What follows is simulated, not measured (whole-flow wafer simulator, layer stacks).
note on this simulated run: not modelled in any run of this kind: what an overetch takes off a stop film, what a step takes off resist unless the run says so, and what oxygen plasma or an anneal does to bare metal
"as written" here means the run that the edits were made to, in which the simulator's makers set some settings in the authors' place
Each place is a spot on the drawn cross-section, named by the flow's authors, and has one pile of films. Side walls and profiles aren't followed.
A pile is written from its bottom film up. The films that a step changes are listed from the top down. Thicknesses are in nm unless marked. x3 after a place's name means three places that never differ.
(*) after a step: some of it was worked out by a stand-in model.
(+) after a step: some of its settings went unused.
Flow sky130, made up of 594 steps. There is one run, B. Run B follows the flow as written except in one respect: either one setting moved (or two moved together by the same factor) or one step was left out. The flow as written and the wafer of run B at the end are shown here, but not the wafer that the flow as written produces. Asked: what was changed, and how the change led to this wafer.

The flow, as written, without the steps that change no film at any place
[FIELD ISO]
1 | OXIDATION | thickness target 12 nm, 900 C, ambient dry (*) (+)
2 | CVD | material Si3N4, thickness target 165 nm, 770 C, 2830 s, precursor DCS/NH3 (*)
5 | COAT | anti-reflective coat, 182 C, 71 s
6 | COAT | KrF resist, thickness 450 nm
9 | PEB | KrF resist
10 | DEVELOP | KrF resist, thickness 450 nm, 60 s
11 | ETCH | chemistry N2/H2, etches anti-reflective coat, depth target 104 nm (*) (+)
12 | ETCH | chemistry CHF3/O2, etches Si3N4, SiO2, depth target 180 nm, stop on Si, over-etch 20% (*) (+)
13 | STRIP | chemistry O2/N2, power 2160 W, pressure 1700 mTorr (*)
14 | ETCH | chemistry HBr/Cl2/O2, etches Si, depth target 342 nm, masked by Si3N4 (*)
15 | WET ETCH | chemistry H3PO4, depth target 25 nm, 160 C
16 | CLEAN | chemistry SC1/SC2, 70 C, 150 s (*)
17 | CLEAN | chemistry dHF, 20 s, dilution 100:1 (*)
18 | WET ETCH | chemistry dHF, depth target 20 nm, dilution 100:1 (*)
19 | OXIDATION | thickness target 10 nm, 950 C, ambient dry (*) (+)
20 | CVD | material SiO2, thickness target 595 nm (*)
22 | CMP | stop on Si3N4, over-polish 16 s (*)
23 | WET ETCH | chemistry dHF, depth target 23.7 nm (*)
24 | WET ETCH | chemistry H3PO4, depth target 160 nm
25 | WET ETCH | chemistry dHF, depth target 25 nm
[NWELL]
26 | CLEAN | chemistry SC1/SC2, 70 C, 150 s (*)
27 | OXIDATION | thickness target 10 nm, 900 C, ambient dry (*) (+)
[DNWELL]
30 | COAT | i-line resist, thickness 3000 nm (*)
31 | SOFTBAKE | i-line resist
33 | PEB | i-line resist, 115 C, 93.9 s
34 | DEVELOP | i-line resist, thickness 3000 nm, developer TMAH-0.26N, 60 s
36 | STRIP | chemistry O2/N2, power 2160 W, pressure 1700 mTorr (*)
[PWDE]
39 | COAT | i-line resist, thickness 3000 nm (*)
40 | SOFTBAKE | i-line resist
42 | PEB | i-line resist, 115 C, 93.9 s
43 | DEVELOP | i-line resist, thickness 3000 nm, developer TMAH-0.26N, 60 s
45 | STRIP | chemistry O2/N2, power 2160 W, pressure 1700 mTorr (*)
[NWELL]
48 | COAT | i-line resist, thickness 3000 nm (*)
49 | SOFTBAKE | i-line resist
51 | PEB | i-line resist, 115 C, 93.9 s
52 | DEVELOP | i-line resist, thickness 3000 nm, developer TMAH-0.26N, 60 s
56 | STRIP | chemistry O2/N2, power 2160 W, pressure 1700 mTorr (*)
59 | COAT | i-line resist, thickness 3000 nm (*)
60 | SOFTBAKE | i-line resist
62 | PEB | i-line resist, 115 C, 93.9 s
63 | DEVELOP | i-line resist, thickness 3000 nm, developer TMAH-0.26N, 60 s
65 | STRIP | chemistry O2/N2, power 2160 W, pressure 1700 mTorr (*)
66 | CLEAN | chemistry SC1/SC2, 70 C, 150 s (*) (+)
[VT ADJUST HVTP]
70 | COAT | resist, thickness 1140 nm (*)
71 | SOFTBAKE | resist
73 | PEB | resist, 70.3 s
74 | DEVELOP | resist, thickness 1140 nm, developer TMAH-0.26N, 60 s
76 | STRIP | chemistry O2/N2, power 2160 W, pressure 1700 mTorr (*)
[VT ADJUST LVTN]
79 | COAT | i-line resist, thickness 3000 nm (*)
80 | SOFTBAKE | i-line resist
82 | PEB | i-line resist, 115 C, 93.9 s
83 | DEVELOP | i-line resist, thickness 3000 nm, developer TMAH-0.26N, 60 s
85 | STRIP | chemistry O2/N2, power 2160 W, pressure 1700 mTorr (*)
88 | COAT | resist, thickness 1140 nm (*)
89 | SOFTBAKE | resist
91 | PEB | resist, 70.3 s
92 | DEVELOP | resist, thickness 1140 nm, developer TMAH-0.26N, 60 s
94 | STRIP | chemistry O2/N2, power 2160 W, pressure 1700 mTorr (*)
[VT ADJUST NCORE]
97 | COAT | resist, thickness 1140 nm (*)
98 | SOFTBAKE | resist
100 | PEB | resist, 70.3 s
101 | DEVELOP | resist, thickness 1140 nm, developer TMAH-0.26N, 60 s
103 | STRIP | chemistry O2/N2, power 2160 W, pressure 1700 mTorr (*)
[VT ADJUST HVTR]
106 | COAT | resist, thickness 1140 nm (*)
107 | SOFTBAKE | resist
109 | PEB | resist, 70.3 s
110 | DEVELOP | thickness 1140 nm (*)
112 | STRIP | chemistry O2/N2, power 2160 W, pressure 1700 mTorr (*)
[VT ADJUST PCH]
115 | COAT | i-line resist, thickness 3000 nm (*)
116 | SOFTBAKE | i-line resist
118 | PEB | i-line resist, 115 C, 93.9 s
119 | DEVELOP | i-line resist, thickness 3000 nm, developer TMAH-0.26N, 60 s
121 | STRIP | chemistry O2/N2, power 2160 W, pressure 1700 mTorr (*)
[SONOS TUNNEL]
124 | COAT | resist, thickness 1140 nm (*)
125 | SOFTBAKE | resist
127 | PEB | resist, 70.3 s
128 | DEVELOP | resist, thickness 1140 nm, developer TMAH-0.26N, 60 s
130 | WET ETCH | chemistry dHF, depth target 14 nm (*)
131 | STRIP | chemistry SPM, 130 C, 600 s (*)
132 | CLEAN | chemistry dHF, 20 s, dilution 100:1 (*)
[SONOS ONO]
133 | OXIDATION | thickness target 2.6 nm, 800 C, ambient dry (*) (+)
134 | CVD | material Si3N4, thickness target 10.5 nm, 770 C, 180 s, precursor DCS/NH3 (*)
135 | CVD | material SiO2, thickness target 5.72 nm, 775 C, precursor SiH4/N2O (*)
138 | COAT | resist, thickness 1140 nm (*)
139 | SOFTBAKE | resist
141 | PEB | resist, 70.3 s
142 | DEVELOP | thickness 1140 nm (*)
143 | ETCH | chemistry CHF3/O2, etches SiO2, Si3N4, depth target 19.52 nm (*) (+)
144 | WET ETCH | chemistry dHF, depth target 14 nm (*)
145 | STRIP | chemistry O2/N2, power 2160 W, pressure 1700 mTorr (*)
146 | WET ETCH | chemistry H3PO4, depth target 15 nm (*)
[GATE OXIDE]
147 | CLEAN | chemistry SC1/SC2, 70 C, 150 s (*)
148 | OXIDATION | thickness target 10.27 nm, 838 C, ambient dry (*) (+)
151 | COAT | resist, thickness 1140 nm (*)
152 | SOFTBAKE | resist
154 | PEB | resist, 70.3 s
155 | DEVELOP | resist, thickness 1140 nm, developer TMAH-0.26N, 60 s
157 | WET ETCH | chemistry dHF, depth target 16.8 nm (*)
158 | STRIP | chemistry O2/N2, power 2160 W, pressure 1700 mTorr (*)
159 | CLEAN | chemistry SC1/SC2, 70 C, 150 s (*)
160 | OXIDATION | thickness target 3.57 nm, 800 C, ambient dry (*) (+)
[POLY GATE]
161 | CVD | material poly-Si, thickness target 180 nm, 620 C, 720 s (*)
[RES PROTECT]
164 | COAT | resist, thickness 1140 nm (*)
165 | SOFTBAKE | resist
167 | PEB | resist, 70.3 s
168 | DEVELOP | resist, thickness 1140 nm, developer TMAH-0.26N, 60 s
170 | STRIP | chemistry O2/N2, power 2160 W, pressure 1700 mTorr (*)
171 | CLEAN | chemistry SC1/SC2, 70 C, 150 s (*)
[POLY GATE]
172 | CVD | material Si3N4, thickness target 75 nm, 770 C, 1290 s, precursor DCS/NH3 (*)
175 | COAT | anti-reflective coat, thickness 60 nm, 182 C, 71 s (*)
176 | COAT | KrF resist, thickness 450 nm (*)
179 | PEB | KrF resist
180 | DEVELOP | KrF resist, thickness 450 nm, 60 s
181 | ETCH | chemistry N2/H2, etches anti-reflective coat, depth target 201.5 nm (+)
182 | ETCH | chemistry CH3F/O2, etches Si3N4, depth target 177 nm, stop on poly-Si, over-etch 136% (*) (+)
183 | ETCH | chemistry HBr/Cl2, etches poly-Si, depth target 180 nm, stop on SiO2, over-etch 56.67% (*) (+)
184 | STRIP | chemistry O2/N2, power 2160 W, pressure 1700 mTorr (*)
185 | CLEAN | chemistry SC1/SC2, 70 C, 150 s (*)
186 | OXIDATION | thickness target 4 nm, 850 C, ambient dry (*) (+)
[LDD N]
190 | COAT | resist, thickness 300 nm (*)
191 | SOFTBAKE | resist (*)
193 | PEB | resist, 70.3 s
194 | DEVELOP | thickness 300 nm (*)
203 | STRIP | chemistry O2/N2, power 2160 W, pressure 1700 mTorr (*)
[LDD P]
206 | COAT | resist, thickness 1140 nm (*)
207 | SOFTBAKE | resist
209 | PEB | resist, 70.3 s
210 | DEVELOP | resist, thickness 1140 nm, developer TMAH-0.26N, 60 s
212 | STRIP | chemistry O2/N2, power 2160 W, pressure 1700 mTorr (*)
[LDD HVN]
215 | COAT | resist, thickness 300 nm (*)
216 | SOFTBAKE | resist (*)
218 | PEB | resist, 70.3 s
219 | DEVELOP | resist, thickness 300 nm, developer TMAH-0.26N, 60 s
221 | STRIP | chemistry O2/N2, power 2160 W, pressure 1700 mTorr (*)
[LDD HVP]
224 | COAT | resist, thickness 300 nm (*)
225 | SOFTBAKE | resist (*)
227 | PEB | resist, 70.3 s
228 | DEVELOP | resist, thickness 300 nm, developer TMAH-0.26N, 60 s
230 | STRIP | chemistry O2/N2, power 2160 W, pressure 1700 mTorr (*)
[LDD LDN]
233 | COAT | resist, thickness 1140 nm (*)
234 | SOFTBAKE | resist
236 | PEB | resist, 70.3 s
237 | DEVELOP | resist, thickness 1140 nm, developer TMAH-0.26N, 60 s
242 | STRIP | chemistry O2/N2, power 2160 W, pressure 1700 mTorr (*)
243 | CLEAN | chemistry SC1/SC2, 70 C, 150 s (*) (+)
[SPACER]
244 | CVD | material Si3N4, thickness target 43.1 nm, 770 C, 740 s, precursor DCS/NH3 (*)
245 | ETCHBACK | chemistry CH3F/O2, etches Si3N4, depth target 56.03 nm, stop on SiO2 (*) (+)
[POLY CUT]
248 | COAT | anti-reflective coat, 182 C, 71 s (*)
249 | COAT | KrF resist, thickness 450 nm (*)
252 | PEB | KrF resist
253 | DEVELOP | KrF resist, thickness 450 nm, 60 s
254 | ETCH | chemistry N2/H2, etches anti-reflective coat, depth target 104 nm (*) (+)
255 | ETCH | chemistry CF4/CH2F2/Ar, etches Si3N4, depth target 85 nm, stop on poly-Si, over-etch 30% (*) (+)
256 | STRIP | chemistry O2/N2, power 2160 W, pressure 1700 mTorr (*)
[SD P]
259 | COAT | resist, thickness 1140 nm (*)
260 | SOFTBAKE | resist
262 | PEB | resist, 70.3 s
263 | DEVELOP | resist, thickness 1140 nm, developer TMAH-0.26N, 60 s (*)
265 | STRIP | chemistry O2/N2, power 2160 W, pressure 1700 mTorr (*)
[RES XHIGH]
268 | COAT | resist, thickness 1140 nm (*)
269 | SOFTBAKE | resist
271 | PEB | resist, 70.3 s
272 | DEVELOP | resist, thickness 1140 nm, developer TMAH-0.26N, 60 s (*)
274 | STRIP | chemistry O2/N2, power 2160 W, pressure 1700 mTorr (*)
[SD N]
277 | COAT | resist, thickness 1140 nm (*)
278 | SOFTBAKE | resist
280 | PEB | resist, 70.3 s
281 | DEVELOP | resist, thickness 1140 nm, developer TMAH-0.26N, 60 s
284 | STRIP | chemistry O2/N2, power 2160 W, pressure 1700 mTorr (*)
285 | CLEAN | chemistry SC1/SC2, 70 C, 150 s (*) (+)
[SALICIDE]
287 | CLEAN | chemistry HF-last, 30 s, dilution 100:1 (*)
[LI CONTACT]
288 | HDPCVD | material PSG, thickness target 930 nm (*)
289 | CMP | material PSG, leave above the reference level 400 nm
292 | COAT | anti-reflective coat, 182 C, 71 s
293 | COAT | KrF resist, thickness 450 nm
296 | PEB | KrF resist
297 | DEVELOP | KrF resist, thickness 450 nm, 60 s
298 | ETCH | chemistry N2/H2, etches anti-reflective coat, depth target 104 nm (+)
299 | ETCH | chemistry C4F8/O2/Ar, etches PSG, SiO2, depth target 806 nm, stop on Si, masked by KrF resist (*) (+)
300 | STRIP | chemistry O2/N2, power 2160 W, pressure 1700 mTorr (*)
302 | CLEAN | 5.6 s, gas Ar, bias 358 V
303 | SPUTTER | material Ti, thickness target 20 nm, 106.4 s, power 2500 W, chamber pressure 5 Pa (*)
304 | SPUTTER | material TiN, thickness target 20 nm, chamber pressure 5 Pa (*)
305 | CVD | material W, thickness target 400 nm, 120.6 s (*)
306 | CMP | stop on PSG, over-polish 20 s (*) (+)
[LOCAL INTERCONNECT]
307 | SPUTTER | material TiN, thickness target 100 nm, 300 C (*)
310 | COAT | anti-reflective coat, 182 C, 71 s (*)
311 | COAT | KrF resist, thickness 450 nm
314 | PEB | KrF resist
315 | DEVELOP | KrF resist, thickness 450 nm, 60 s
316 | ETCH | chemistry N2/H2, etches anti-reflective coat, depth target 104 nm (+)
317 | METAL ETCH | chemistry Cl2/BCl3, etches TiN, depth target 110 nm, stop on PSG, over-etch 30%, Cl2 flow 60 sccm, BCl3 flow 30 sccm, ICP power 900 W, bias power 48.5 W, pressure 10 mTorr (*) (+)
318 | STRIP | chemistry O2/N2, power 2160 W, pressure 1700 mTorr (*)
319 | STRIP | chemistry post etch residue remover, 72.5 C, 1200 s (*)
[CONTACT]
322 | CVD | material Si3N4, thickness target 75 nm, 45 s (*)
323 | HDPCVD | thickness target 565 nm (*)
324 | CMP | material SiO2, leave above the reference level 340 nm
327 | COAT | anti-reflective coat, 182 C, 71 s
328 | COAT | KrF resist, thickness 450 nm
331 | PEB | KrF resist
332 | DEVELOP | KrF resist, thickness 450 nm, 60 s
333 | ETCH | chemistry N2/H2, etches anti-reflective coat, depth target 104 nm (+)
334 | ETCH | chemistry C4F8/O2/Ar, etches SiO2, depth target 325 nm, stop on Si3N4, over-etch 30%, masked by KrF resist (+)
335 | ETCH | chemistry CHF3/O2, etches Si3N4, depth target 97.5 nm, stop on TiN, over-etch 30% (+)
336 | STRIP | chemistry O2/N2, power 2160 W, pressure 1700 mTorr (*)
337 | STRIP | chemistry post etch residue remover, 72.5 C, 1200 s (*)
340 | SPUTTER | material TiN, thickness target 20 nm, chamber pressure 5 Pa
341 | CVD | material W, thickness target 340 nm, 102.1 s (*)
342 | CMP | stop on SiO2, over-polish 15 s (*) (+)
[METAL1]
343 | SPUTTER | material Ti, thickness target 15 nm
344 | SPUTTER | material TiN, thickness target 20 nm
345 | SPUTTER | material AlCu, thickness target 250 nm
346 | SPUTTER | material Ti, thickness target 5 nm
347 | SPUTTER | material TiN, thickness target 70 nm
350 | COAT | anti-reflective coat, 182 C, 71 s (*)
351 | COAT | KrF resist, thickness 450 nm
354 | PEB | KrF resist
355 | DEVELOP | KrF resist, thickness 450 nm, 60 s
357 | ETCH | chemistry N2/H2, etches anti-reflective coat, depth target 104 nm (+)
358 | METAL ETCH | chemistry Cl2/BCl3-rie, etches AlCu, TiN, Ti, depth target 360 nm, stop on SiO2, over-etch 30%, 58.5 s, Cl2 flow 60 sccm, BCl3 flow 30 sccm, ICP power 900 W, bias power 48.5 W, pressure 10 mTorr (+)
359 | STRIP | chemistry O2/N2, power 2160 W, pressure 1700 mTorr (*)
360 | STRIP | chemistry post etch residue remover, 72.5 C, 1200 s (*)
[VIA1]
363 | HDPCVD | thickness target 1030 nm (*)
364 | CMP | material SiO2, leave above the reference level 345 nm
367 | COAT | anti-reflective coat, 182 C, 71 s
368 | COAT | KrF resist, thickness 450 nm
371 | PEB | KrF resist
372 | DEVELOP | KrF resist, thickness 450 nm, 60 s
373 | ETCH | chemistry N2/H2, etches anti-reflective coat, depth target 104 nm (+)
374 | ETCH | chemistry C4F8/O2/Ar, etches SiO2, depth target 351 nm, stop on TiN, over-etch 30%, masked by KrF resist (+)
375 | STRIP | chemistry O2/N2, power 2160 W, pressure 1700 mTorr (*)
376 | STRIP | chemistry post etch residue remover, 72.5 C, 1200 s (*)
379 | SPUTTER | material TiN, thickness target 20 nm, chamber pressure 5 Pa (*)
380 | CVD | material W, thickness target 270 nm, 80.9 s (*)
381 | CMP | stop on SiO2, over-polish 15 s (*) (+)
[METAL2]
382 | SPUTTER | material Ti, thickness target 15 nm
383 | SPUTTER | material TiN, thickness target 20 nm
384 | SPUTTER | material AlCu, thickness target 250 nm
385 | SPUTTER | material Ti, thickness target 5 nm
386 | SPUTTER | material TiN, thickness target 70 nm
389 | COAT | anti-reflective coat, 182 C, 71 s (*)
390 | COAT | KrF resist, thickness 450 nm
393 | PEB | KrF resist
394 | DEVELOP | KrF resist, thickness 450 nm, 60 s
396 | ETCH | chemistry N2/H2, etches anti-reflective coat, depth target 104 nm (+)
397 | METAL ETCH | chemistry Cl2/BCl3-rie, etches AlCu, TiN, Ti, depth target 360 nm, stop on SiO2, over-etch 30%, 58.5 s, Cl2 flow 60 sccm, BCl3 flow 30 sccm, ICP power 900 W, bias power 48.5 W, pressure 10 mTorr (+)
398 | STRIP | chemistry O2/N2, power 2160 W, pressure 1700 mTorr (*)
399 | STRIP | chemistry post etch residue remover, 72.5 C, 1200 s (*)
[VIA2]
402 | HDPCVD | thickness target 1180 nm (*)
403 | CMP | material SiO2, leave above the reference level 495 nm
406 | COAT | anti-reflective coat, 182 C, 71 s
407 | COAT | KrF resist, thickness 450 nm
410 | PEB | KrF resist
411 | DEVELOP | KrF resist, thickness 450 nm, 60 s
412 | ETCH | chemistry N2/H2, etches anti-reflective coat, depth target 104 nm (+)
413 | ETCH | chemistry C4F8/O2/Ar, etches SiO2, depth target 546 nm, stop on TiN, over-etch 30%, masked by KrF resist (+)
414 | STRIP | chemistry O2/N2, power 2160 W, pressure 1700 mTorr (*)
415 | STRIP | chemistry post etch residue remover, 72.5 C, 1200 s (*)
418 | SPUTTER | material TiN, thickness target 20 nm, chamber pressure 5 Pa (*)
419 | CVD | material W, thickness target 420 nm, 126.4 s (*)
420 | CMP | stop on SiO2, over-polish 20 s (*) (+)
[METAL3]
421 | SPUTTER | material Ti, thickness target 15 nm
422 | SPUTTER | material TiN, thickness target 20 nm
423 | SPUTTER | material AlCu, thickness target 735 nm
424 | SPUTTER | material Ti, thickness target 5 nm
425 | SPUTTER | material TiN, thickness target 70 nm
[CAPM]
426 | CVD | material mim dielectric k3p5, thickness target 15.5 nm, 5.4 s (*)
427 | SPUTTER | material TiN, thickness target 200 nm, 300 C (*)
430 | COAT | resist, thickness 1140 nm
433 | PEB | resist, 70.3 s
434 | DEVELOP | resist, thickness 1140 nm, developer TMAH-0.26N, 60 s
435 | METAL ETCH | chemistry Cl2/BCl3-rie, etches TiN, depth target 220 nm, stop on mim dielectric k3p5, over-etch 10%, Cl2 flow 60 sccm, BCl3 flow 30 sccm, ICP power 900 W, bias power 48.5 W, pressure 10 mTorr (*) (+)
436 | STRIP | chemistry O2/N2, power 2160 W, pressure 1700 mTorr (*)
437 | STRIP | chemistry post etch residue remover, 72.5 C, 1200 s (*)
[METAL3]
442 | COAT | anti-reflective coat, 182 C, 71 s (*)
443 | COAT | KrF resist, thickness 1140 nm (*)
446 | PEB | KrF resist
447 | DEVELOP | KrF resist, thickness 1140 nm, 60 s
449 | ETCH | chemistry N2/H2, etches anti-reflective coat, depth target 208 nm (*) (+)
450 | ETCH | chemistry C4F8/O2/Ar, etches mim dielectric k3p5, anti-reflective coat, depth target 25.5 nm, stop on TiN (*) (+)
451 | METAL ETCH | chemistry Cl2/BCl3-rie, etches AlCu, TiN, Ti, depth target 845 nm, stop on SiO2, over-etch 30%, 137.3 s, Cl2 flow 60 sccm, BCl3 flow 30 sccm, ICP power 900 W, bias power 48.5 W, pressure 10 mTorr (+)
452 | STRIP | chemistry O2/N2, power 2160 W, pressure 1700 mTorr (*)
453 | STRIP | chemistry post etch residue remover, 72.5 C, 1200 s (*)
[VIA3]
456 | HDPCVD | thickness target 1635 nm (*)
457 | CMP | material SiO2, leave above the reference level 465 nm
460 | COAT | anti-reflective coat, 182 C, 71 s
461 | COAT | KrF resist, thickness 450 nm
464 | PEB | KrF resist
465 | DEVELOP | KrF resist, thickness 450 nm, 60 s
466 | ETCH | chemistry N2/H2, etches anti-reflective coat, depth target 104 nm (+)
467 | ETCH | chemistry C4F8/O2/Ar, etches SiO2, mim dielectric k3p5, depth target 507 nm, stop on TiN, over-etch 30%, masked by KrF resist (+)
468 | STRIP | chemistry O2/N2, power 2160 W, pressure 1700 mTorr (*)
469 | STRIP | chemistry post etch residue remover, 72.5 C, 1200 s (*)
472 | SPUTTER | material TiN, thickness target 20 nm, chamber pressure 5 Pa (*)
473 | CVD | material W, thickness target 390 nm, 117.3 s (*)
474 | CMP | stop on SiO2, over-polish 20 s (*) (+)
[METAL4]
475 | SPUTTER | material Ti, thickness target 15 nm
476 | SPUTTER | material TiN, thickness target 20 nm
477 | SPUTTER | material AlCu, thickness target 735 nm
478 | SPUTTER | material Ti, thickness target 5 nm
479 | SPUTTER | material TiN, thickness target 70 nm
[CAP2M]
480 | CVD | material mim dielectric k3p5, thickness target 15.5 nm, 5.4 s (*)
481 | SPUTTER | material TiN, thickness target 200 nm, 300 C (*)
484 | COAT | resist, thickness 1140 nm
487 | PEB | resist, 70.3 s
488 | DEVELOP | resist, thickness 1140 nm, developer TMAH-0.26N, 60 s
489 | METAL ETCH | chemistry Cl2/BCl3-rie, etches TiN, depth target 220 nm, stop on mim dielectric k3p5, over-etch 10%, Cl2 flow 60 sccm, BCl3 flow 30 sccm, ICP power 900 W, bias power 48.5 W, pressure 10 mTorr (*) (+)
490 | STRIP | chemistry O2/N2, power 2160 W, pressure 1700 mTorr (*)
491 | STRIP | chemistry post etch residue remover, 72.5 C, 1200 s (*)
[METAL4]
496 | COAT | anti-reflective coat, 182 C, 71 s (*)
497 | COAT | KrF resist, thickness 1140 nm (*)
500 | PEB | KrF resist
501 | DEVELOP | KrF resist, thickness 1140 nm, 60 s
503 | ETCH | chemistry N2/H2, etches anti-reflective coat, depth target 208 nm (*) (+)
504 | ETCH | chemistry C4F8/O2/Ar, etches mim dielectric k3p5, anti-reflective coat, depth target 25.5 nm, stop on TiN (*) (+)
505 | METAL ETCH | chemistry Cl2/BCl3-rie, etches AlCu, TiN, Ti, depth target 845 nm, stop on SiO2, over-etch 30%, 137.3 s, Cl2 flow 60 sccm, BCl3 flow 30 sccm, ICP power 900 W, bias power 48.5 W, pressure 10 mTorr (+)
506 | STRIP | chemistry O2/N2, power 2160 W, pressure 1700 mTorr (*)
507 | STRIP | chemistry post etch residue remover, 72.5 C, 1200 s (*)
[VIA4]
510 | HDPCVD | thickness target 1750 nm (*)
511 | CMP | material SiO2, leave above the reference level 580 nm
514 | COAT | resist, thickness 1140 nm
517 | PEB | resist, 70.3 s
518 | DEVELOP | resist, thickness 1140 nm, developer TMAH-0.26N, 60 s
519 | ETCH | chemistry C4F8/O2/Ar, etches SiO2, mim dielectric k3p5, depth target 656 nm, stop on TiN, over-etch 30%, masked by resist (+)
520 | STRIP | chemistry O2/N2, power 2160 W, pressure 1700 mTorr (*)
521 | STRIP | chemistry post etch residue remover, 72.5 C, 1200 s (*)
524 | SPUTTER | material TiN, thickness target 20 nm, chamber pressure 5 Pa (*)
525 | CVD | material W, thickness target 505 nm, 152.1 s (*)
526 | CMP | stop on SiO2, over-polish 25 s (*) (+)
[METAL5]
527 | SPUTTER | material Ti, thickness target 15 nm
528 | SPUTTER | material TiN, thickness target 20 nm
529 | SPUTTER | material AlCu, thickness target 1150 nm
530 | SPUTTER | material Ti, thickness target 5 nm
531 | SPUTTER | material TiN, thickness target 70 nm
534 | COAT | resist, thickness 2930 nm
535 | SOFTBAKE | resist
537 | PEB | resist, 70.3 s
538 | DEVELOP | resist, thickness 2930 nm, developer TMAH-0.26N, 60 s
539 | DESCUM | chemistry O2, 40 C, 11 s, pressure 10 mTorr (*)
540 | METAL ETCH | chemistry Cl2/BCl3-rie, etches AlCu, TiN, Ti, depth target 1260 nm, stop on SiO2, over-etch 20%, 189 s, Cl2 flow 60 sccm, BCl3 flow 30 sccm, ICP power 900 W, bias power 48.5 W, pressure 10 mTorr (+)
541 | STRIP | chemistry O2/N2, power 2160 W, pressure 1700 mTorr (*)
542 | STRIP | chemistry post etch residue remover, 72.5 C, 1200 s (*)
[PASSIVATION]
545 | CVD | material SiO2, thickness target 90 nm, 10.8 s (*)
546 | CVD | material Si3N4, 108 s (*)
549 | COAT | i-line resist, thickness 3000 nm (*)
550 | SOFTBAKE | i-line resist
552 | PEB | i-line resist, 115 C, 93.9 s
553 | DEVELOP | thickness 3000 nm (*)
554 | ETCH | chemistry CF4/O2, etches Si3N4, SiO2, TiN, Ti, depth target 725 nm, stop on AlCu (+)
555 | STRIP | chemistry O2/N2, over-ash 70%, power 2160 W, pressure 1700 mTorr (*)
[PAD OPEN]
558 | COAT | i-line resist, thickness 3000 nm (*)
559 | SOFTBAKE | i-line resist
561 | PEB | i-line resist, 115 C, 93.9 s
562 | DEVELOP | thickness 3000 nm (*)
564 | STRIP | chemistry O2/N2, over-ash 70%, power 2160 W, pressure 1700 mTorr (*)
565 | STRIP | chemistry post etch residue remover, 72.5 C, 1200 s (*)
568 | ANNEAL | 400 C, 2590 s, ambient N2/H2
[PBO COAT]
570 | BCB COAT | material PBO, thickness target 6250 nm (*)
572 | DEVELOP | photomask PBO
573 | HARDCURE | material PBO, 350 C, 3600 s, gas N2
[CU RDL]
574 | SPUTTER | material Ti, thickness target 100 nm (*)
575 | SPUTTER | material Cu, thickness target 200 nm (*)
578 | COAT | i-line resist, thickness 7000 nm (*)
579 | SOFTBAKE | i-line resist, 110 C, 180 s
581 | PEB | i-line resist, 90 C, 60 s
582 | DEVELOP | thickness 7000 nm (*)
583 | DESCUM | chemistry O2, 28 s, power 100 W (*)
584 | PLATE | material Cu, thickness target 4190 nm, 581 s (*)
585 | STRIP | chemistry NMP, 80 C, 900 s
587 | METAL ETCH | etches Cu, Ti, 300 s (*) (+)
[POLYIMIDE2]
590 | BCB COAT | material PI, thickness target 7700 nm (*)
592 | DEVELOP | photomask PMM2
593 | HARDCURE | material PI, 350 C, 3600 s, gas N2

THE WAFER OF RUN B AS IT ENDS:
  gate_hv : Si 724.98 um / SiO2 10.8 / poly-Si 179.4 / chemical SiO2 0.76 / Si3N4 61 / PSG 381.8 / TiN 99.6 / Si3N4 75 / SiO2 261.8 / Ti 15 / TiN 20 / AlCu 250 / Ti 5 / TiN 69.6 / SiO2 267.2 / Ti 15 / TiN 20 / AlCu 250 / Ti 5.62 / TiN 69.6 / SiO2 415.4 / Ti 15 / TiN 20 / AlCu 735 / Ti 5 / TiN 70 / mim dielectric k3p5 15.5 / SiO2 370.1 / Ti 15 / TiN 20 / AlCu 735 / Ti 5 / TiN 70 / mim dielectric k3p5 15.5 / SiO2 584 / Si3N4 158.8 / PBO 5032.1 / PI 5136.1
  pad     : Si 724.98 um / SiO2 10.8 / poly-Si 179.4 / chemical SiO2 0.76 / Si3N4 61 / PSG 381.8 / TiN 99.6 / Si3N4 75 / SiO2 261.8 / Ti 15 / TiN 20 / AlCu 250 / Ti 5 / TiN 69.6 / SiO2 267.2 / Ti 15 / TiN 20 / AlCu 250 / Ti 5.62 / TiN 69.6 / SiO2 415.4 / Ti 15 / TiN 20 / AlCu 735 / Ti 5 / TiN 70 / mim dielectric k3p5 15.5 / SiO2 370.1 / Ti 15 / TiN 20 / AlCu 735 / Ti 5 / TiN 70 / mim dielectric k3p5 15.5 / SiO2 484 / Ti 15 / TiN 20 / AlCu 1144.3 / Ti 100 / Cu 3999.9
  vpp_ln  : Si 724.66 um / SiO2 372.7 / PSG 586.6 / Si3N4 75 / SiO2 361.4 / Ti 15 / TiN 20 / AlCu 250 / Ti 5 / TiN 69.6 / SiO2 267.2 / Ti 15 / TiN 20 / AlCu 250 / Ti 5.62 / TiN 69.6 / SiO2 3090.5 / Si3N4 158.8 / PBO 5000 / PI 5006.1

The reason: step 385, SPUTTER: thickness target 5.62 nm was run, though the flow has thickness target 5 nm.
The wafer itself shows it: gate_hv has Ti 5.62, and step 385 as written asks for 5 nm.

Step by step, how the change led to this:
  385 | SPUTTER | material Ti, thickness target 5 nm
      field, active, n_well and 188 more: Ti gains 5.62 (new film) (it would be, as written: Ti gains 5 (new film))
  397 | METAL ETCH | chemistry Cl2/BCl3-rie, etches AlCu, TiN, Ti, depth target 360 nm, stop on SiO2, over-etch 30%, 58.5 s, Cl2 flow 60 sccm, BCl3 flow 30 sccm, ICP power 900 W, bias power 48.5 W, pressure 10 mTorr (+)
      field, active, gate and 82 more: TiN loses 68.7 (all of it), Ti loses 5.62 (all of it), AlCu loses 250 (all of it), TiN loses 20 (all of it), Ti loses 15 (all of it), SiO2 loses 10.9 (it would be, as written: TiN loses 68.7 (all of it), Ti loses 5 (all of it), AlCu loses 250 (all of it), TiN loses 20 (all of it), Ti loses 15 (all of it), SiO2 loses 10.9)
